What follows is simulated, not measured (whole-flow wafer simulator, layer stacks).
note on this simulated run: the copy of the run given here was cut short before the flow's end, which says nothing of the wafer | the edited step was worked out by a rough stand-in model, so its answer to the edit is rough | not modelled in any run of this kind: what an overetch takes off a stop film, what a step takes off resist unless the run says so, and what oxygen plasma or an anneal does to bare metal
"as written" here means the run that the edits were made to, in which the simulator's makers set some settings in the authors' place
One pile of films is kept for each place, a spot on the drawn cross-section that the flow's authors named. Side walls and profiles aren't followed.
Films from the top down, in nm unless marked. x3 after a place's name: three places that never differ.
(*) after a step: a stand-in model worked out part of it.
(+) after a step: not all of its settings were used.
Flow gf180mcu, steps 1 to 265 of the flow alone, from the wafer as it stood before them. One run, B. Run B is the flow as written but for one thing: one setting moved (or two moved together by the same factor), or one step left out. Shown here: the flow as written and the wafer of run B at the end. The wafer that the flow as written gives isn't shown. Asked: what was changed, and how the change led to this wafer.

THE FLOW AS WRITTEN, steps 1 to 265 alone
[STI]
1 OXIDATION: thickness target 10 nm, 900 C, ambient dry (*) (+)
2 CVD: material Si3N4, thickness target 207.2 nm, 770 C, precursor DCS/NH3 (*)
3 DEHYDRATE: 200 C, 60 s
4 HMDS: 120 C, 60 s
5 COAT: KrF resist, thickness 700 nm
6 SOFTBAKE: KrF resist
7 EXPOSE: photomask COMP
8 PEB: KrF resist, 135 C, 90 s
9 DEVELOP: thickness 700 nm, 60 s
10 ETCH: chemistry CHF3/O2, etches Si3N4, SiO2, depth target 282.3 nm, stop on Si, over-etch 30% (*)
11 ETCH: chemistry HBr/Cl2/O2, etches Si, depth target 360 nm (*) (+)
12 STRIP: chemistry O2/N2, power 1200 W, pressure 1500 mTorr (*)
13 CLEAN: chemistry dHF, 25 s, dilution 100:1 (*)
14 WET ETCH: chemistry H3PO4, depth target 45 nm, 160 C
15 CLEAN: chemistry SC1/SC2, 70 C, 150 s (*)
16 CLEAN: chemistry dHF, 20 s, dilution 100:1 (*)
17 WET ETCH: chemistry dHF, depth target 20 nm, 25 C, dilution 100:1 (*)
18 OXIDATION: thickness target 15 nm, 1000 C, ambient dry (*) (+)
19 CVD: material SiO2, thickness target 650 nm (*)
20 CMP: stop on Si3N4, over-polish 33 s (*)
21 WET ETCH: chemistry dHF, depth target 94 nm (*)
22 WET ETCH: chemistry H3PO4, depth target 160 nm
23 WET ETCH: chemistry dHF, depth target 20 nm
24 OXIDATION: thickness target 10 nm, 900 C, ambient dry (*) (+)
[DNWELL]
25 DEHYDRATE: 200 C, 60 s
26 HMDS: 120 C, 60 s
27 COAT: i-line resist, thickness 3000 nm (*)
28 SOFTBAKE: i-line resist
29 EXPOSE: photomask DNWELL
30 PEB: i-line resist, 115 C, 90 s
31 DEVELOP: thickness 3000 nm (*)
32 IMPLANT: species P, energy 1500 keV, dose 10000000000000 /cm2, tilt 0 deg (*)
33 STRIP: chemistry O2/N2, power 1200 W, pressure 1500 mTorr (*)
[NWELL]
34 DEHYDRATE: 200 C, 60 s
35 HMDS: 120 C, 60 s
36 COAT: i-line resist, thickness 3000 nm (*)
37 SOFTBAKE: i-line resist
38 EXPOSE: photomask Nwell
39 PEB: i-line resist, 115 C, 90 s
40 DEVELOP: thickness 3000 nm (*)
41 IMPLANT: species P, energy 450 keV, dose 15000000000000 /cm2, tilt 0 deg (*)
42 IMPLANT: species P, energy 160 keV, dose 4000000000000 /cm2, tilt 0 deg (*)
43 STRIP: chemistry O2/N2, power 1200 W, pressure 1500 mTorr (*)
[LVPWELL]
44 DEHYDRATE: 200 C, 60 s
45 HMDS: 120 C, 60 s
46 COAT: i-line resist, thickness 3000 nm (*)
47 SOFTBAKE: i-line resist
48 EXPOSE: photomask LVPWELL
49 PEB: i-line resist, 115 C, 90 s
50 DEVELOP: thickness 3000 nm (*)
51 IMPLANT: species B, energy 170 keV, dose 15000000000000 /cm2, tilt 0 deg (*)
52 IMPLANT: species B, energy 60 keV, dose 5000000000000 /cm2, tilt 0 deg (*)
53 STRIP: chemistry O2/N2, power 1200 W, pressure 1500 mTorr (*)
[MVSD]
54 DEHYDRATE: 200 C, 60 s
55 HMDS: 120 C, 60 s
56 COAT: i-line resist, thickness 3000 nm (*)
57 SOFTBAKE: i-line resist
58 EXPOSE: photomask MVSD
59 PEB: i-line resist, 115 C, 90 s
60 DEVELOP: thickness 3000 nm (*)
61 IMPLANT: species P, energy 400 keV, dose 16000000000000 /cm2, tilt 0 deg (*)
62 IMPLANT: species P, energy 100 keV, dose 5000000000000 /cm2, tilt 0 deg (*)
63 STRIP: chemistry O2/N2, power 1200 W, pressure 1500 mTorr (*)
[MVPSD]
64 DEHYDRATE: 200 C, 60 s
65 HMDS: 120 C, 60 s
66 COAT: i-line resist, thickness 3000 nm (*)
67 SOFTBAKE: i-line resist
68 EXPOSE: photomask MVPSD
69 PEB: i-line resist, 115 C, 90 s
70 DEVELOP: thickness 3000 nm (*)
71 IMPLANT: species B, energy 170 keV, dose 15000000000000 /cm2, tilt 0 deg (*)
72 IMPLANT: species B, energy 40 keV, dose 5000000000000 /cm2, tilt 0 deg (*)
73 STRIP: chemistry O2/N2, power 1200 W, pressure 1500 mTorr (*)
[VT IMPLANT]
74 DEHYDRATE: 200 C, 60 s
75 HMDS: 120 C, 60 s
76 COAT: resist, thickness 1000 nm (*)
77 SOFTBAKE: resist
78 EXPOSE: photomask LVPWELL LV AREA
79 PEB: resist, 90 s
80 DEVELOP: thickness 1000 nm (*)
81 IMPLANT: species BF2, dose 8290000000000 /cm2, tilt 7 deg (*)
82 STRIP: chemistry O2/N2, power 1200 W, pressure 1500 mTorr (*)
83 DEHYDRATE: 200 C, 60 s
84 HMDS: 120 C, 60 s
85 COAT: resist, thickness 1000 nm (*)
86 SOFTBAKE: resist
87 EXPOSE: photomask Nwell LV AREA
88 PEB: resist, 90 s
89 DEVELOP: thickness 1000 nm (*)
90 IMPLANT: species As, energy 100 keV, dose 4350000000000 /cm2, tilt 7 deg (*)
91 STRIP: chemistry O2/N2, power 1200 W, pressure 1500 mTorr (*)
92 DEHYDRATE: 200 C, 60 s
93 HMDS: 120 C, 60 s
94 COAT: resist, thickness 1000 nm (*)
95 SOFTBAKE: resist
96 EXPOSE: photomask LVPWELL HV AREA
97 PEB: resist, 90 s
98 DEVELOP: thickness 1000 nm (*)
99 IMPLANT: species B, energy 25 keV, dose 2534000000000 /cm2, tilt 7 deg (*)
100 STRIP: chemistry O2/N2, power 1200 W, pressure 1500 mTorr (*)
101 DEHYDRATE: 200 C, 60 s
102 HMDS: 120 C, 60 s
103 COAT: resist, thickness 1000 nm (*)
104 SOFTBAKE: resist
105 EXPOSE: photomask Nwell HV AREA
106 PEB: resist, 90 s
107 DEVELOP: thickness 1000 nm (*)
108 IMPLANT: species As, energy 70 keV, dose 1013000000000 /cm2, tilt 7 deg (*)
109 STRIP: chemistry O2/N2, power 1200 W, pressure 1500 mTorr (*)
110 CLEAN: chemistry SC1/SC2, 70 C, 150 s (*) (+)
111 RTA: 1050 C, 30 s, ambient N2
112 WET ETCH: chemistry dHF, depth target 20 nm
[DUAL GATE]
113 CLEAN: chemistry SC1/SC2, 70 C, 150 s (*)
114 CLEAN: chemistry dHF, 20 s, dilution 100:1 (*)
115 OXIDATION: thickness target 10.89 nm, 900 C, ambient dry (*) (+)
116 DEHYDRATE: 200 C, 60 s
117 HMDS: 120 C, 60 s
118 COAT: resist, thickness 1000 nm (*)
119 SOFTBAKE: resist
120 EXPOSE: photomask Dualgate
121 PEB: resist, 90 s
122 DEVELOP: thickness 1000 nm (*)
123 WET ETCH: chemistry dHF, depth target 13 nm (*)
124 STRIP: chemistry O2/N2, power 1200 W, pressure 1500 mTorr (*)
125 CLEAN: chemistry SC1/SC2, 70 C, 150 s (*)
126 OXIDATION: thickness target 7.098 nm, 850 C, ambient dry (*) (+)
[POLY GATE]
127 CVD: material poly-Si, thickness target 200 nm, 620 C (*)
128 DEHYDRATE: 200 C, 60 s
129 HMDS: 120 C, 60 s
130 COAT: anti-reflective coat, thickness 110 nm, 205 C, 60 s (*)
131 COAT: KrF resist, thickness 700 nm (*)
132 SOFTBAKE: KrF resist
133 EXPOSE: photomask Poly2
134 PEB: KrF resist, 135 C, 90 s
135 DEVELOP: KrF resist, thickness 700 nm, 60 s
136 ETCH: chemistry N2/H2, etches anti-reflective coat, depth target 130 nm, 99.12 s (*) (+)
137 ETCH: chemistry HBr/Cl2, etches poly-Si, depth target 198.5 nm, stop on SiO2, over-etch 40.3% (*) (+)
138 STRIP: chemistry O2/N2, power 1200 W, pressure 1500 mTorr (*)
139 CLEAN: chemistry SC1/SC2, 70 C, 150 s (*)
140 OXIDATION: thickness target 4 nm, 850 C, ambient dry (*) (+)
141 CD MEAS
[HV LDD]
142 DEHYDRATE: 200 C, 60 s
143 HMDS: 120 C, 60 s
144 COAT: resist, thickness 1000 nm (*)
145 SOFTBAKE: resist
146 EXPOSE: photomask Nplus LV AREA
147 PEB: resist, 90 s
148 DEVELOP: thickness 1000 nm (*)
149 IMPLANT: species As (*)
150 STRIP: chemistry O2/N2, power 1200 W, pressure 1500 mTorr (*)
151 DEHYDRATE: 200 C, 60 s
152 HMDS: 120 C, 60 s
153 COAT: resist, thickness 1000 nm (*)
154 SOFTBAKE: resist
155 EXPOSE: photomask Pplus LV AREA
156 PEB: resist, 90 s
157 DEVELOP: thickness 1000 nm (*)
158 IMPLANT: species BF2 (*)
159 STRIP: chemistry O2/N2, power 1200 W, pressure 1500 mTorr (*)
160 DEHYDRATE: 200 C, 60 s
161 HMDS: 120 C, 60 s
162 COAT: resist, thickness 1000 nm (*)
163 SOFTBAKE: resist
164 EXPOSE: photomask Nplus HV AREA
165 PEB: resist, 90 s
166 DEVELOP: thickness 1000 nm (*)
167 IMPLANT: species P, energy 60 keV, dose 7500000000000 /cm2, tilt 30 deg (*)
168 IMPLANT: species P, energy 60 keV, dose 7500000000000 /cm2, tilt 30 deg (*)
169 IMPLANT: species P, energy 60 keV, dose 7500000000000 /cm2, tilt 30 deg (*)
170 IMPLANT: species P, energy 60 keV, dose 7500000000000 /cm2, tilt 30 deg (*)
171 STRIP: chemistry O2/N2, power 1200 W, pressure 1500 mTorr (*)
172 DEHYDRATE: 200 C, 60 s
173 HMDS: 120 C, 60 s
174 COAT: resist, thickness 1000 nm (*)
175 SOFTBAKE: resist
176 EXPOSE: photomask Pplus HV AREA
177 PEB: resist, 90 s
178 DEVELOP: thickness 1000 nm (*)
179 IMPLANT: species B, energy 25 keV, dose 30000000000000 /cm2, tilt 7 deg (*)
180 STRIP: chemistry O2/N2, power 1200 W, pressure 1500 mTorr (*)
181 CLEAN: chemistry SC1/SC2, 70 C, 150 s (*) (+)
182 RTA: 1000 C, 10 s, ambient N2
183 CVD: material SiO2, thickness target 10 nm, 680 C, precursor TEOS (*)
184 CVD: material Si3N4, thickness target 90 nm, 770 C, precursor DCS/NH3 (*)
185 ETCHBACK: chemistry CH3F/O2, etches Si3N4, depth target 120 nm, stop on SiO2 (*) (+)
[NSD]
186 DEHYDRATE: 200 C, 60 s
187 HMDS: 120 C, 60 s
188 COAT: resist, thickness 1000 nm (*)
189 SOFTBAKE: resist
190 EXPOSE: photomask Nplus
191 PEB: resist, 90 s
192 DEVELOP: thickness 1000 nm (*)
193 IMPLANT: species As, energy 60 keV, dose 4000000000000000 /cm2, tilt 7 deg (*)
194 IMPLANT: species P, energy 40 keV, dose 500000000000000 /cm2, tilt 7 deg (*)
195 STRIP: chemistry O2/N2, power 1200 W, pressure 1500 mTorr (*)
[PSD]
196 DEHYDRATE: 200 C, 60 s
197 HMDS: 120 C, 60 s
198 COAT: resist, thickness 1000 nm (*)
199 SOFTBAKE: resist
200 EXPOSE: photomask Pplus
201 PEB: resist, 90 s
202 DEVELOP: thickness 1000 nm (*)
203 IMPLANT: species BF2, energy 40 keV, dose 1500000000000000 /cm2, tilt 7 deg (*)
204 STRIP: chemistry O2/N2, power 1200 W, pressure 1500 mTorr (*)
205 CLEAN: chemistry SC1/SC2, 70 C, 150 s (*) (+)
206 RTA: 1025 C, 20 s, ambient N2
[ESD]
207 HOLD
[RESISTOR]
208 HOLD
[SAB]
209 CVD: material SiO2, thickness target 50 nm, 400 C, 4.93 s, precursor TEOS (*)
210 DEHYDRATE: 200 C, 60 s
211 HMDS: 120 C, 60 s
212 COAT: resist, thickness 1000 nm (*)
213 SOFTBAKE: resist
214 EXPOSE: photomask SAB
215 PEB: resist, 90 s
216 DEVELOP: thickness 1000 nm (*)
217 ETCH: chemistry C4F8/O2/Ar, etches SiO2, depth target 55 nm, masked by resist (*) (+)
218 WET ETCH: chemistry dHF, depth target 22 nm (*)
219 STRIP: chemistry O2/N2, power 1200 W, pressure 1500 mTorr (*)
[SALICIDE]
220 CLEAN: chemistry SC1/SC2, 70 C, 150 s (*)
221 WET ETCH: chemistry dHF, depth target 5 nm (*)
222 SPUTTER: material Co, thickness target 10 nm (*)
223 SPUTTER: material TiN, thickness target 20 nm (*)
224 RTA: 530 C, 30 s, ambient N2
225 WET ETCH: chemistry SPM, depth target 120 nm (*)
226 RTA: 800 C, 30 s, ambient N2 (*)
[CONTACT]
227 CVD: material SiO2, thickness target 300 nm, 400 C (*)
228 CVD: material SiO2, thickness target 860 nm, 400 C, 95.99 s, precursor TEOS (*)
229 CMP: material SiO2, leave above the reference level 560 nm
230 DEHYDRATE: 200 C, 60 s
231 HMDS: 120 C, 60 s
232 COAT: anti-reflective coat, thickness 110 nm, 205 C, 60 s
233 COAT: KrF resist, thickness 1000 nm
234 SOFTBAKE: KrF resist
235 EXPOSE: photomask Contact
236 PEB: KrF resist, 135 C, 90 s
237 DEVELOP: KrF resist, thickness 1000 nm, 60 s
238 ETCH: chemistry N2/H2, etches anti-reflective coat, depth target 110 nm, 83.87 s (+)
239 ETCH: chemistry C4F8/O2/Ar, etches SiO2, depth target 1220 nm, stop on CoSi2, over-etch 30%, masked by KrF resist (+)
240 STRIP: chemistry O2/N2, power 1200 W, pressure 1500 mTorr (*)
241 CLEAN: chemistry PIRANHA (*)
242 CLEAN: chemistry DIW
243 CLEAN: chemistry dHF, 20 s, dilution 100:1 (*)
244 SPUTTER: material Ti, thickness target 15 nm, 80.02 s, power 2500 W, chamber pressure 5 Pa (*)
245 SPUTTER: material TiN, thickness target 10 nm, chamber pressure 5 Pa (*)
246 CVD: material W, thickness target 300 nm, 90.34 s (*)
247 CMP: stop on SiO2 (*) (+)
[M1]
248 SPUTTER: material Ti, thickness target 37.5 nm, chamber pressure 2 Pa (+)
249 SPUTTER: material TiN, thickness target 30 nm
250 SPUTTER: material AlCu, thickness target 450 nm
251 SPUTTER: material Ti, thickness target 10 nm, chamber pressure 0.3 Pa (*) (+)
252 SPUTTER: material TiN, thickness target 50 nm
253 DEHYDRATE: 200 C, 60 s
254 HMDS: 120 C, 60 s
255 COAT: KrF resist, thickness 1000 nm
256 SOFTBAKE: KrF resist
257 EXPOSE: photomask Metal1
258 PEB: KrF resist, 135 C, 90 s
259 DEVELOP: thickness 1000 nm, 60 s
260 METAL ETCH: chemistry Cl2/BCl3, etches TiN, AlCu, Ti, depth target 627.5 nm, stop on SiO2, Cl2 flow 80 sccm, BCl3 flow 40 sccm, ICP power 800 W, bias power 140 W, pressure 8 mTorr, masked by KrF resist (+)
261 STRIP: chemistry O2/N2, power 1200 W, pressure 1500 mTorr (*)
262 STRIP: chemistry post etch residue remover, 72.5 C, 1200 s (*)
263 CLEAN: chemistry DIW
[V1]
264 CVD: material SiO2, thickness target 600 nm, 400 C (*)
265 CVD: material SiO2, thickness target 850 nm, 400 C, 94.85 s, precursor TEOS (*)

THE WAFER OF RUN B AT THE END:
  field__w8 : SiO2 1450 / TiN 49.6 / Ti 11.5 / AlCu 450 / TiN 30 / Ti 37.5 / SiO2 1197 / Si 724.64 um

The cause: step 251, SPUTTER: thickness target 11.5 nm was run, where the flow has thickness target 10 nm.
It can be read off the wafer: field__w8 has Ti 11.5, and step 251 as written asks for 10 nm.

How the change led to this, step by step:
  251 SPUTTER: material Ti, thickness target 10 nm, chamber pressure 0.3 Pa (*) (+)
      field, field__w1, field__w2 and 108 more: Ti +11.5 (new film) (as written it would be: Ti +10 (new film))
  260 METAL ETCH: chemistry Cl2/BCl3, etches TiN, AlCu, Ti, depth target 627.5 nm, stop on SiO2, Cl2 flow 80 sccm, BCl3 flow 40 sccm, ICP power 800 W, bias power 140 W, pressure 8 mTorr, masked by KrF resist (+)
      field, field__w1, field__w2 and 99 more: TiN -50 (all of it), Ti -11.5 (all of it), AlCu -450 (all of it), TiN -30 (all of it), Ti -37.5 (all of it) (as written it would be: TiN -50 (all of it), Ti -10 (all of it), AlCu -450 (all of it), TiN -30 (all of it), Ti -37.5 (all of it))
